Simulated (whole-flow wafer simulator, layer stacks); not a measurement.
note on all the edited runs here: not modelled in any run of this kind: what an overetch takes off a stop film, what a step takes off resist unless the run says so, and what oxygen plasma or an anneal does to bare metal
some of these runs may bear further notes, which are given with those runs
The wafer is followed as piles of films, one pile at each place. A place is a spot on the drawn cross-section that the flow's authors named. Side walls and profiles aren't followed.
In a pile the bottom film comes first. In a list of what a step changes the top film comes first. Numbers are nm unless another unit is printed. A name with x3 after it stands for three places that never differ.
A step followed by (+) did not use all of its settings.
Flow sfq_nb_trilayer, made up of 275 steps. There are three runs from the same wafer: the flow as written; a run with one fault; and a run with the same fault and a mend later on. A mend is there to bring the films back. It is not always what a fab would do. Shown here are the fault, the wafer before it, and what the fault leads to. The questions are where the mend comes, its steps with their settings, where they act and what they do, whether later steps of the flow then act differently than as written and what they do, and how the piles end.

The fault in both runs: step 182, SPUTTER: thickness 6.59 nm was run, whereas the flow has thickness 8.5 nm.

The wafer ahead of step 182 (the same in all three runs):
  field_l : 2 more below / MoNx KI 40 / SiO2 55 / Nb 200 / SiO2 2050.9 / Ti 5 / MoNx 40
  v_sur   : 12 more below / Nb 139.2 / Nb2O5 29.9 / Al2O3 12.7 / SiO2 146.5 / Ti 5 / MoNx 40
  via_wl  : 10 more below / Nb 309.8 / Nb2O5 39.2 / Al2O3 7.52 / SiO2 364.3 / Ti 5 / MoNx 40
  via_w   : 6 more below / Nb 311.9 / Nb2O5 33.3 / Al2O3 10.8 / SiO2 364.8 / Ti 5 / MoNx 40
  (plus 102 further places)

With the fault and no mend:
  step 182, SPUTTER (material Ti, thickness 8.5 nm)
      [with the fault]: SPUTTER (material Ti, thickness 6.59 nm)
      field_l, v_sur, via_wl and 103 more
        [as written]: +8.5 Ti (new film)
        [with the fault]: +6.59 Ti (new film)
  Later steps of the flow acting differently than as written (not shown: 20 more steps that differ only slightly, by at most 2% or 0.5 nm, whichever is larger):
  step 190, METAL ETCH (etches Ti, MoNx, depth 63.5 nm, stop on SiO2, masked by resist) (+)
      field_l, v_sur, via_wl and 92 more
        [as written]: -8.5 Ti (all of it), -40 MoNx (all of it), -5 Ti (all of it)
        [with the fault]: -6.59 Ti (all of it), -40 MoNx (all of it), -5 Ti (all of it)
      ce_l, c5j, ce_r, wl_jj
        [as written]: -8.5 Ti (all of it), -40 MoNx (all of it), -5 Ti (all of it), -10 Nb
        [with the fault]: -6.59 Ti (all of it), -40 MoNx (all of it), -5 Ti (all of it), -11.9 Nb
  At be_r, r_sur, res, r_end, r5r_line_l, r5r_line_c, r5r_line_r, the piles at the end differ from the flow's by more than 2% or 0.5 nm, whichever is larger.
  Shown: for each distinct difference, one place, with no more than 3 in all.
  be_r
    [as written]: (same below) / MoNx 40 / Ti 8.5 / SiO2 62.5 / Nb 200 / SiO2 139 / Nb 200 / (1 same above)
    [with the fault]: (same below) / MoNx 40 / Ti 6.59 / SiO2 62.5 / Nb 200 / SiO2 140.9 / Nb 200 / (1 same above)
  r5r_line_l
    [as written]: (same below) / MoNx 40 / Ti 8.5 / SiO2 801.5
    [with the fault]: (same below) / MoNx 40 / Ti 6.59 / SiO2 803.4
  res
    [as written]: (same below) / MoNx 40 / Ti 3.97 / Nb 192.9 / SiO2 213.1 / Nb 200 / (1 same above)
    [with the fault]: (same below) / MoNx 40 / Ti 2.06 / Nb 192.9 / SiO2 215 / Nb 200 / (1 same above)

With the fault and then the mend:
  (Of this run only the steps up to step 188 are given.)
  After step 182 comes the mend.
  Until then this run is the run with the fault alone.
  step 182a, SPUTTER (material Ti, thickness 1.91 nm) (the flow's step 182 again, with other settings)
      field_l, v_sur, via_wl and 103 more
        +1.91 Ti
  None of the later steps of the flow up to step 188 acts differently than as written at any place that is followed.
  The piles after step 188 are the same as the flow's at every place that both follow.
